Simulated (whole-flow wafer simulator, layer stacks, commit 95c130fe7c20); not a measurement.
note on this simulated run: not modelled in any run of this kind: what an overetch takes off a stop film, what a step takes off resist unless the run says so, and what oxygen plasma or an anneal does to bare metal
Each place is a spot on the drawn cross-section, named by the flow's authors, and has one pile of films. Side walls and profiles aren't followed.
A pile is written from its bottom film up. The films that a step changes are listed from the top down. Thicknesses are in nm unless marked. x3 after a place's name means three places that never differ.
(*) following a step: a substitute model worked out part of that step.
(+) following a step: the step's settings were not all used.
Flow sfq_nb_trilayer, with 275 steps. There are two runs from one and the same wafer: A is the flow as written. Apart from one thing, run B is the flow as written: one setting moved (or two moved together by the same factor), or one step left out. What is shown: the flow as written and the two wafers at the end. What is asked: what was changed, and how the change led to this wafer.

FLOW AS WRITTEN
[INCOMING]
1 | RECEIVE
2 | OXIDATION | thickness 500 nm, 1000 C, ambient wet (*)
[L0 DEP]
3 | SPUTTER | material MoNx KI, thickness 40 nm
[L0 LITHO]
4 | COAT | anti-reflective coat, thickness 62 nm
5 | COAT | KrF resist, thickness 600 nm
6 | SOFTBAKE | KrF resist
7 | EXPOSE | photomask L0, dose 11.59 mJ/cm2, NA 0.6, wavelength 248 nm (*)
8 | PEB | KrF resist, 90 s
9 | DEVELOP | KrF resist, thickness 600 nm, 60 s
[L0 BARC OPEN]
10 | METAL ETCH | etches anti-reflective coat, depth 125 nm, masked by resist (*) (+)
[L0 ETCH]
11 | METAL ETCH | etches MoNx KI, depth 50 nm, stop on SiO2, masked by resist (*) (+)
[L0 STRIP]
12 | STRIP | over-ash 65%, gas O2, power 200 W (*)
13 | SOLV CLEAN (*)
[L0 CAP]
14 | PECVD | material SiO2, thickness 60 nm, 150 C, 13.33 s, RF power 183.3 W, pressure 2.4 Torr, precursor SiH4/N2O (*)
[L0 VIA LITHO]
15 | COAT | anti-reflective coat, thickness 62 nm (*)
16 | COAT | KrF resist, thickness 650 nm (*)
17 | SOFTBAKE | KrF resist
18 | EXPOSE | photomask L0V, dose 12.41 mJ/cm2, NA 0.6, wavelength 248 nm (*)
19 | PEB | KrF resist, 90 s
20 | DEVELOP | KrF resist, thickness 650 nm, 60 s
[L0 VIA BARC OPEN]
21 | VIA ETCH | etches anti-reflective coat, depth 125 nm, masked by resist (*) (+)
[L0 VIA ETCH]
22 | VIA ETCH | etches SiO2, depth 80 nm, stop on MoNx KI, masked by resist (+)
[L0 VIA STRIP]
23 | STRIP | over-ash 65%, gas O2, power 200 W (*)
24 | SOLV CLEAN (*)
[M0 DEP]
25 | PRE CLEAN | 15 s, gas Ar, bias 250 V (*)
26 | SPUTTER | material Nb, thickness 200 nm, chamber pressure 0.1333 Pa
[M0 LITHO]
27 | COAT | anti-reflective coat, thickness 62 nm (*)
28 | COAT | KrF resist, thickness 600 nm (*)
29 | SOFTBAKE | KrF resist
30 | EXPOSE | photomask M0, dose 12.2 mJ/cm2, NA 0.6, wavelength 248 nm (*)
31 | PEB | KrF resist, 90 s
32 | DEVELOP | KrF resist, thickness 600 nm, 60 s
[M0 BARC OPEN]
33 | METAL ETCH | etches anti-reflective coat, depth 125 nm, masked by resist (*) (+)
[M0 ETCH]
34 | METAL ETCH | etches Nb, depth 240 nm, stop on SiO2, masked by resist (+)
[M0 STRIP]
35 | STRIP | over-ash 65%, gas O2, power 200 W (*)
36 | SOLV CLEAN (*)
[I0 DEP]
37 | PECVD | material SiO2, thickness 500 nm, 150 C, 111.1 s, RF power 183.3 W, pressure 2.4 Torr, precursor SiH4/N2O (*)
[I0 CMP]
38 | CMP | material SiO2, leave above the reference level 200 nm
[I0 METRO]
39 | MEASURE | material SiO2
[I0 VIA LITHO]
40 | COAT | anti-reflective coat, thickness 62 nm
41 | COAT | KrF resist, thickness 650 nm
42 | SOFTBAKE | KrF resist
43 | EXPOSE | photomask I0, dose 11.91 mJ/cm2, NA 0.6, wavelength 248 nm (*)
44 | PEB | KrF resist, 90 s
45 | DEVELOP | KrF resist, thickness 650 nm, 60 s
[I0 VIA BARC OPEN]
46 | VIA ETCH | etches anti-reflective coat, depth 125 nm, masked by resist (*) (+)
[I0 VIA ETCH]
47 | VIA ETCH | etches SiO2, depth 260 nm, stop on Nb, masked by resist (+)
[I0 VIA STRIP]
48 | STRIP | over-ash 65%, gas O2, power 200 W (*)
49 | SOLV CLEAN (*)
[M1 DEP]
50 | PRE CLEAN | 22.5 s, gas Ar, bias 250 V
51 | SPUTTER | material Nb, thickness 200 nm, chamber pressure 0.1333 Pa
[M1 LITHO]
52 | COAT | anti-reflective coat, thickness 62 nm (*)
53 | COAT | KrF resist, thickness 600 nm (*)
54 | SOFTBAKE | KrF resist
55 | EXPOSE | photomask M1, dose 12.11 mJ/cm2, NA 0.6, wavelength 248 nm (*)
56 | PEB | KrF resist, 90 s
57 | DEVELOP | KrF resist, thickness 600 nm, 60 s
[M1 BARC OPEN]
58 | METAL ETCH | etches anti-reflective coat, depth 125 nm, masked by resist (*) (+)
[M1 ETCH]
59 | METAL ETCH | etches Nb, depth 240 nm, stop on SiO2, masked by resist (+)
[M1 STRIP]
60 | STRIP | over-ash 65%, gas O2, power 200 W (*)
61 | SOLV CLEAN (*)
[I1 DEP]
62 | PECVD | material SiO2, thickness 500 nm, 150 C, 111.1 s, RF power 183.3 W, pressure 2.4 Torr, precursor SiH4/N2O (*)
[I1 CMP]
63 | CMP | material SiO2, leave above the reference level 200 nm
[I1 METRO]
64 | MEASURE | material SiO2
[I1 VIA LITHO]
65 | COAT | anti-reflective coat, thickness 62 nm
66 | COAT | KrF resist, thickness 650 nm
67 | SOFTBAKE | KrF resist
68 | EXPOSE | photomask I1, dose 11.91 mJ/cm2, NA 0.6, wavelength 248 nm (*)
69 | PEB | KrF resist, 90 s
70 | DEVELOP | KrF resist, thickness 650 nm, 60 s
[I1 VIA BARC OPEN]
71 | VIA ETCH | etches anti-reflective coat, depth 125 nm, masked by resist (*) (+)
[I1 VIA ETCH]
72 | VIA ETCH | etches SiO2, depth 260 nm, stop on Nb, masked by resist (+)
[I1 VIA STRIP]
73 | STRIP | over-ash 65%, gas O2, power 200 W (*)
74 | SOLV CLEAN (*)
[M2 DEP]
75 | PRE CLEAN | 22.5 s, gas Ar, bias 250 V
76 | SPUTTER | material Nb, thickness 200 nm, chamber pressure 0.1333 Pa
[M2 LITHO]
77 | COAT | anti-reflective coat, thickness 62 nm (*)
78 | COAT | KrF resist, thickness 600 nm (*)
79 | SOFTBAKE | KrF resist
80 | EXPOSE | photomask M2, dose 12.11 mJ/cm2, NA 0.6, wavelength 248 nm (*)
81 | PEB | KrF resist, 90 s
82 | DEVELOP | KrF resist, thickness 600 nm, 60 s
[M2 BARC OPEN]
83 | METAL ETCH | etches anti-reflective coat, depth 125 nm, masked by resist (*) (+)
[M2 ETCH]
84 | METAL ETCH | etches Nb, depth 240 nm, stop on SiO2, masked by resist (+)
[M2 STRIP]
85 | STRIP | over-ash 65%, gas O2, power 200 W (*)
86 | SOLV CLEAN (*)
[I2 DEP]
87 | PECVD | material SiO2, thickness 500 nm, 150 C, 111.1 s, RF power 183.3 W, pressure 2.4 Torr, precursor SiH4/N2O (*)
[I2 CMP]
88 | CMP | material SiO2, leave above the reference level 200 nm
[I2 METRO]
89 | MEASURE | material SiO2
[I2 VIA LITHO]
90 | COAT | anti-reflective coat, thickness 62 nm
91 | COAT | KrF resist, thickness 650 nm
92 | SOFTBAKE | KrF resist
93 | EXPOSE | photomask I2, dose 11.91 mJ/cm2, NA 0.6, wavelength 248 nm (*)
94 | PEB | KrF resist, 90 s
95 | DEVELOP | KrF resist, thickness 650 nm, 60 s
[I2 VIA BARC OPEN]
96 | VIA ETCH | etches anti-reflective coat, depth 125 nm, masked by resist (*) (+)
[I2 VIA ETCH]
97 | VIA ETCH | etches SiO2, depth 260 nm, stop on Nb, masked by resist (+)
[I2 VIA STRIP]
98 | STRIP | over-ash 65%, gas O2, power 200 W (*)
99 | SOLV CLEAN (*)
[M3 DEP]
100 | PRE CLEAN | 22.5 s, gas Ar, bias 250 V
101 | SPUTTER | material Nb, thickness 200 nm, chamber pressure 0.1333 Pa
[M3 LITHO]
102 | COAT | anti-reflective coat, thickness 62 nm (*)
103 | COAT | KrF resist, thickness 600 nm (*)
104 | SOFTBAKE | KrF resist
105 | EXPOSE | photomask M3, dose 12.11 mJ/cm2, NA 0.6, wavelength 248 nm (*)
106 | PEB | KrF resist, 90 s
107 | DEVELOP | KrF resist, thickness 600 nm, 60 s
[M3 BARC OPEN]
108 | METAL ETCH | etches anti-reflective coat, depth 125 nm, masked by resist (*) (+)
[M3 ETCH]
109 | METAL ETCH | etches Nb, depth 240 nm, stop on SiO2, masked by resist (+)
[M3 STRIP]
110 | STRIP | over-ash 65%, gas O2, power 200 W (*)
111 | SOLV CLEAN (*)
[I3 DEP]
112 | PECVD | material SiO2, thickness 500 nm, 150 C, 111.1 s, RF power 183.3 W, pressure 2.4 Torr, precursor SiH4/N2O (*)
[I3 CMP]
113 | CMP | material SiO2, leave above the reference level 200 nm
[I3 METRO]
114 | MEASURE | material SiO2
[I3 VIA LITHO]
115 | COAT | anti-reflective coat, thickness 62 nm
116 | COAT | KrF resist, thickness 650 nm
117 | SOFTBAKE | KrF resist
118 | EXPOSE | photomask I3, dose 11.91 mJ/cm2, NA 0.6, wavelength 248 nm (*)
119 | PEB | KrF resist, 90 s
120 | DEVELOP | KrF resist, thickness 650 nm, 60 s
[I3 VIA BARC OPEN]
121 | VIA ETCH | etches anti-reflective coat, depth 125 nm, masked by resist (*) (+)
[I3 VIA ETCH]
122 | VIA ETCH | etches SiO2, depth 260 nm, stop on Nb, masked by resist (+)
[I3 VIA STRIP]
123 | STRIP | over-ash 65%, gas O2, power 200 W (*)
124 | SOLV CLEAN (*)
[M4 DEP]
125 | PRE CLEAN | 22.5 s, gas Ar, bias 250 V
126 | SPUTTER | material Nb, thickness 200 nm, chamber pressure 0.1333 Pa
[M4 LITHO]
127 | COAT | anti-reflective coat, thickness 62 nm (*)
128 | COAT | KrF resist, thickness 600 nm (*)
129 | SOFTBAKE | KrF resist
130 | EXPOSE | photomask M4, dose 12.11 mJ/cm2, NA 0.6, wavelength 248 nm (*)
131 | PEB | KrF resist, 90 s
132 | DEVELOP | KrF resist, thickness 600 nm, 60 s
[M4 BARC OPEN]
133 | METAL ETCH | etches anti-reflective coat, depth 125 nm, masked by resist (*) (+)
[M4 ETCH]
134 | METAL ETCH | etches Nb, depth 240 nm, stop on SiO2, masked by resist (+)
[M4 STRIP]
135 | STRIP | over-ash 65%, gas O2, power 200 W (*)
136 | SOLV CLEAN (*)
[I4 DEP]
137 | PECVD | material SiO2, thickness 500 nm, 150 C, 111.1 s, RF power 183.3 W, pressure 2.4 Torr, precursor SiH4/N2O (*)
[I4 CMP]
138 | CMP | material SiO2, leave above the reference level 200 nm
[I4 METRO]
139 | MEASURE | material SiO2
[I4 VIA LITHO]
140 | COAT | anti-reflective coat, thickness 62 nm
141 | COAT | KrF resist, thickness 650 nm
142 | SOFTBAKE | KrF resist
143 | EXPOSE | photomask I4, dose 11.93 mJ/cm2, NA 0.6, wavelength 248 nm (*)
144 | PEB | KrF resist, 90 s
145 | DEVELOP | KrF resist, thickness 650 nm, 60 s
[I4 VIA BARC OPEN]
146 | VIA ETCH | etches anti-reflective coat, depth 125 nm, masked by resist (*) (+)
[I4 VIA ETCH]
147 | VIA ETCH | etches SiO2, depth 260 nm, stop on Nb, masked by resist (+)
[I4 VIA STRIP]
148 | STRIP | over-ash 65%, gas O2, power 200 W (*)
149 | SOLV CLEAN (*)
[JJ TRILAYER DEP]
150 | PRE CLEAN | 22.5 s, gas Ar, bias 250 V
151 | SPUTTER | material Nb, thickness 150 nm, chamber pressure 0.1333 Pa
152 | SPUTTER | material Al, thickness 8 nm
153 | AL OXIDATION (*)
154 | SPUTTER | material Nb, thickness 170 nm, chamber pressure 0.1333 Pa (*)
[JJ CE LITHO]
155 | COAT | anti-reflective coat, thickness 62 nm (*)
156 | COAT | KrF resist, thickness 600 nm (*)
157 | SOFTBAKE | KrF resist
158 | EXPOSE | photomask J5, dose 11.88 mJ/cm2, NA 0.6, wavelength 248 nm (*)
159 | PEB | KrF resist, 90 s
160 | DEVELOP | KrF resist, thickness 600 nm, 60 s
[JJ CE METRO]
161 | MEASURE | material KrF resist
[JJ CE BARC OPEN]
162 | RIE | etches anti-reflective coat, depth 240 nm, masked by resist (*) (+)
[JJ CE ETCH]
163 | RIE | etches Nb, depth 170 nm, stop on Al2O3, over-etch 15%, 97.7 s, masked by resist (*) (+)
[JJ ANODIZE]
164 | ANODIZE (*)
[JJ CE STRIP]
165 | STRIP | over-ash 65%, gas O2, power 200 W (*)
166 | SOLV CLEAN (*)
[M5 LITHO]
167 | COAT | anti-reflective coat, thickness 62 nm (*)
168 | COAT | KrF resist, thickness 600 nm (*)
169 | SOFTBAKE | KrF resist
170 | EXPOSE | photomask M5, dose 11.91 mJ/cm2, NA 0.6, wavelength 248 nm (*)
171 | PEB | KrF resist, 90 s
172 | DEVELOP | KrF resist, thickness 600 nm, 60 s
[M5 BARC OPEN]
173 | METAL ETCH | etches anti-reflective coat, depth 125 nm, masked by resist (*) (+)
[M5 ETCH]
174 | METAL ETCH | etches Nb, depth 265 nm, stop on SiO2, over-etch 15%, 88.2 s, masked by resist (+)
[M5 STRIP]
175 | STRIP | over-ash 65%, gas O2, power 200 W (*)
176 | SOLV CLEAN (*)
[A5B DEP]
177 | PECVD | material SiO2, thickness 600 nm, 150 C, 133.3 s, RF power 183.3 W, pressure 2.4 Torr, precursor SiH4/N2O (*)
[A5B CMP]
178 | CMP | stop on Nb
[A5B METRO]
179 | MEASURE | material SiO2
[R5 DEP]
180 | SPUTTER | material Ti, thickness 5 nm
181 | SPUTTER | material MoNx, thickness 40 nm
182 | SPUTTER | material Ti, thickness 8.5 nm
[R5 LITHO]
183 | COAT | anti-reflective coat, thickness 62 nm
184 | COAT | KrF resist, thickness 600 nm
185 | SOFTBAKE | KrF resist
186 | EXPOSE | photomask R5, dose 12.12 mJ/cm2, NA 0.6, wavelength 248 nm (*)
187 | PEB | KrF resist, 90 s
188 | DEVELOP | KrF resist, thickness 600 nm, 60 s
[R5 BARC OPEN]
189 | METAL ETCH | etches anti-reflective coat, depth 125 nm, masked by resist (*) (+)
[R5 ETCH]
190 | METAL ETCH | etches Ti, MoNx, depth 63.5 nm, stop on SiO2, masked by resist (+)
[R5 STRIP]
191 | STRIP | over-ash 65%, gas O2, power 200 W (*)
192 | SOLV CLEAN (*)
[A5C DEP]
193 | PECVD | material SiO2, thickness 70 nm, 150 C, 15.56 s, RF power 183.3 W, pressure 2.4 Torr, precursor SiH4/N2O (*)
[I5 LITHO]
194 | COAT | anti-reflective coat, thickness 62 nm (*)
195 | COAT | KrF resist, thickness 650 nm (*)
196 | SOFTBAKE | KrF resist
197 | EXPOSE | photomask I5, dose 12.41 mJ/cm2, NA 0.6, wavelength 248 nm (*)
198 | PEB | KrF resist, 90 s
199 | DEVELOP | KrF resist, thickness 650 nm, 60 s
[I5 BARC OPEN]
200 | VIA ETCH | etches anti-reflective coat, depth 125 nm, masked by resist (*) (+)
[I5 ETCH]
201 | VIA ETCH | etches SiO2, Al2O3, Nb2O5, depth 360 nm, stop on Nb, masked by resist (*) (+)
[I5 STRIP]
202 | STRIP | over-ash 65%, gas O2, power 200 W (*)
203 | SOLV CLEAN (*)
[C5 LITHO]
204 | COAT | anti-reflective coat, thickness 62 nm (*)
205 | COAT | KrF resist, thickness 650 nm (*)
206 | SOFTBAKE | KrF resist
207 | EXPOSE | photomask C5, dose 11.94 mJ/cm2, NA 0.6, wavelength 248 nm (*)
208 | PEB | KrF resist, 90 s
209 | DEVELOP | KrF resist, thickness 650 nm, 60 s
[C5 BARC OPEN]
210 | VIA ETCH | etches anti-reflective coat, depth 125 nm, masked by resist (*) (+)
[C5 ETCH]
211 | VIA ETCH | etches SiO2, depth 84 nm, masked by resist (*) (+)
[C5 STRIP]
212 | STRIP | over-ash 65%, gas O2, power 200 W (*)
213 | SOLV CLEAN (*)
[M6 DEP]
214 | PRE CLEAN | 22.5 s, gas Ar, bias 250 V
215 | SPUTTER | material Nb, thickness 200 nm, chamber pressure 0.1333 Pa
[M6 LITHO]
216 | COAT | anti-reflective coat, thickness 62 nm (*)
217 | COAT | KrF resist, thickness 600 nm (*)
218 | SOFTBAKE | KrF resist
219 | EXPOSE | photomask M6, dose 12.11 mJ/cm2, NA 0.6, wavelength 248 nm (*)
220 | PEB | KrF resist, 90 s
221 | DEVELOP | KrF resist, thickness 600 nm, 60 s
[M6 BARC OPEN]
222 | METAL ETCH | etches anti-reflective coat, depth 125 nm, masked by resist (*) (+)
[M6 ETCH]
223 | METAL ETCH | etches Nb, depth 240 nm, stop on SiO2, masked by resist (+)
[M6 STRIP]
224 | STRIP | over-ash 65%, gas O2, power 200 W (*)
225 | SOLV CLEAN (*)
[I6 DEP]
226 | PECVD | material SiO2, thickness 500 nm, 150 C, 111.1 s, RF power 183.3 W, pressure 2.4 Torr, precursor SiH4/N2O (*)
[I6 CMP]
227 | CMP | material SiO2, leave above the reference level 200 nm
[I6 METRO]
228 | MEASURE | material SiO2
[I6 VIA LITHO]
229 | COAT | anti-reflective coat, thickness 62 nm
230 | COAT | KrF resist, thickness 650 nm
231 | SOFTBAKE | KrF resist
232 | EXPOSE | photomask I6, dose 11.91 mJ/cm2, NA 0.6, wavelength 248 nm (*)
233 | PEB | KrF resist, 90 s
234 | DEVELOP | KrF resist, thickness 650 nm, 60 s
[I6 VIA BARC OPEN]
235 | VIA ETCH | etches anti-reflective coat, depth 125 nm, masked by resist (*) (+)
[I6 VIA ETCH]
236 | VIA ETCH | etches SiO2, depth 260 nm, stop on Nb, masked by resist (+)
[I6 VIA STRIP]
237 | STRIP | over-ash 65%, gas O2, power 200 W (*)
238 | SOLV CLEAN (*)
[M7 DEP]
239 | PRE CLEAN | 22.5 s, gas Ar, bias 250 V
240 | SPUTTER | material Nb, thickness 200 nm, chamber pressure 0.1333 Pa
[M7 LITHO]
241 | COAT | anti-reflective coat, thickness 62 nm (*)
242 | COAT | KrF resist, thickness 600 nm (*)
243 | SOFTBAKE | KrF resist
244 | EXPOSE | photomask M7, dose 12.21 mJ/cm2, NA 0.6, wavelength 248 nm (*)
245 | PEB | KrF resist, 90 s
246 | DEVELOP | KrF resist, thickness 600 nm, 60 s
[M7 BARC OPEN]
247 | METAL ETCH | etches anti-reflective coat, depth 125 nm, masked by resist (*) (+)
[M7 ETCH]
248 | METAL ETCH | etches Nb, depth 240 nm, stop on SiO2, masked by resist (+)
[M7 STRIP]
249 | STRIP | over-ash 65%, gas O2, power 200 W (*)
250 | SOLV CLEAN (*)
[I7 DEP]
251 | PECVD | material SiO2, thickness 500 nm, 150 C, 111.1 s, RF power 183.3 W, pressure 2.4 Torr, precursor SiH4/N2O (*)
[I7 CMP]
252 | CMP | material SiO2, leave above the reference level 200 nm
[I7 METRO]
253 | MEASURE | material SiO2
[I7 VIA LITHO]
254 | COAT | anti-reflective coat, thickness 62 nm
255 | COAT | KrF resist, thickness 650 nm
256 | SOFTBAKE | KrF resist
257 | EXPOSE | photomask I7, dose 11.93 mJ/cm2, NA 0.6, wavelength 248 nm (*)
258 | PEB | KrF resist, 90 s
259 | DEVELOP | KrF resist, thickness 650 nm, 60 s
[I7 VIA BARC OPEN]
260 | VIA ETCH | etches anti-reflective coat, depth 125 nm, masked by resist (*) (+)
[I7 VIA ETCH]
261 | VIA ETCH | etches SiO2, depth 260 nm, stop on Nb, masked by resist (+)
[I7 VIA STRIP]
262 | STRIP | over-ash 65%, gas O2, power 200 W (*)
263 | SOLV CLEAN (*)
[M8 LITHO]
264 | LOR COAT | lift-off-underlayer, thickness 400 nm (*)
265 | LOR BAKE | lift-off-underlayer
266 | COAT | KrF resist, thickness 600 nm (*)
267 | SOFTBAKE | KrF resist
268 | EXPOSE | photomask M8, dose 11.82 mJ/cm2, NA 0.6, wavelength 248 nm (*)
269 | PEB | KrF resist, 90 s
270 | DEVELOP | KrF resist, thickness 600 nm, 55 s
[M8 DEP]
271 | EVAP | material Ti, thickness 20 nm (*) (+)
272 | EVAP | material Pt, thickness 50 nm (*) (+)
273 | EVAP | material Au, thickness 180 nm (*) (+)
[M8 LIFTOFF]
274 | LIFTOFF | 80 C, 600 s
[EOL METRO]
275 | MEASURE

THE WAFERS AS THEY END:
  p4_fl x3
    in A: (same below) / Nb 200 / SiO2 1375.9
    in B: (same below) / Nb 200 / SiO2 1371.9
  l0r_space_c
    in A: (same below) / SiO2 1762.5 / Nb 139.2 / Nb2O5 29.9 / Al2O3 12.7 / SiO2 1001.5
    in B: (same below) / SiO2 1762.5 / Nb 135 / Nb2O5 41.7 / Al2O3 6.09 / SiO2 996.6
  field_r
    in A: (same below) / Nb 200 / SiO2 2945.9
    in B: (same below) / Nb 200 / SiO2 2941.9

The reason: step 152, SPUTTER: thickness 4 nm was run, whereas the flow has thickness 8 nm.

Step by step, how the change led to this:
  152 | SPUTTER | material Al, thickness 8 nm
      field_l, v_sur, via_sp and 100 more: A Al gains 8 (new film) | B Al gains 4 (new film)
      via_wl, via_wr: A Al gains 5.14 (new film) | B Al gains 2.57 (new film)
      (as well as at 1 more place)
  155 | COAT | anti-reflective coat, thickness 62 nm (*)
      via_wl, via_wr: A anti-reflective coat gains 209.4 (new film) | B anti-reflective coat gains 204.1 (new film)
  162 | RIE | etches anti-reflective coat, depth 240 nm, masked by resist (*) (+)
      ce_l, c5j, ce_r, wl_jj: A KrF resist loses 209.4 | B KrF resist loses 204.1
      via_wl, via_wr: A anti-reflective coat loses 209.4 (all of it) | B anti-reflective coat loses 204.1 (all of it)
  164 | ANODIZE (*)
      field_l, v_sur, via_sp and 96 more: A Al2O3 gains 12.2, Nb2O5 gains 29.9 (new film), Al loses 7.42 (all of it), Nb loses 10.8 | B Al2O3 gains 5.64, Nb2O5 gains 41.7 (new film), Al loses 3.42 (all of it), Nb loses 15
      via_wl, via_wr: A Al2O3 gains 7.52 (new film), Nb2O5 gains 39.2 (new film), Al loses 4.56 (all of it), Nb loses 14.1 | B Al2O3 gains 3.28 (new film), Nb2O5 gains 46.8 (new film), Al loses 1.99 (all of it), Nb loses 16.8
      (as well as at 1 more place)
  174 | METAL ETCH | etches Nb, depth 265 nm, stop on SiO2, over-etch 15%, 88.2 s, masked by resist (+)
      field_l, r_sur, res and 49 more: A Al2O3 loses 12.6 (all of it), Nb2O5 loses 29.9 (all of it), Nb loses 139.2 (all of it), SiO2 loses 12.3 | B Al2O3 loses 6.03 (all of it), Nb2O5 loses 41.7 (all of it), Nb loses 135 (all of it), SiO2 loses 12.2
      wl_a_sl: A Al2O3 loses 12.6 (all of it), Nb2O5 loses 29.9 (all of it), Nb loses 139.2 (all of it), SiO2 loses 12.3 | B Al2O3 loses 6.02 (all of it), Nb2O5 loses 41.7 (all of it), Nb loses 135 (all of it), SiO2 loses 12.2
  178 | CMP | stop on Nb
      via_w: A SiO2 loses 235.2 | B SiO2 loses 240
  201 | VIA ETCH | etches SiO2, Al2O3, Nb2O5, depth 360 nm, stop on Nb, masked by resist (*) (+)
      be: A SiO2 loses 216.4 (all of it), Al2O3 loses 12.7 (all of it), Nb2O5 loses 29.9 (all of it) | B SiO2 loses 211.4 (all of it), Al2O3 loses 6.09 (all of it), Nb2O5 loses 41.7 (all of it)
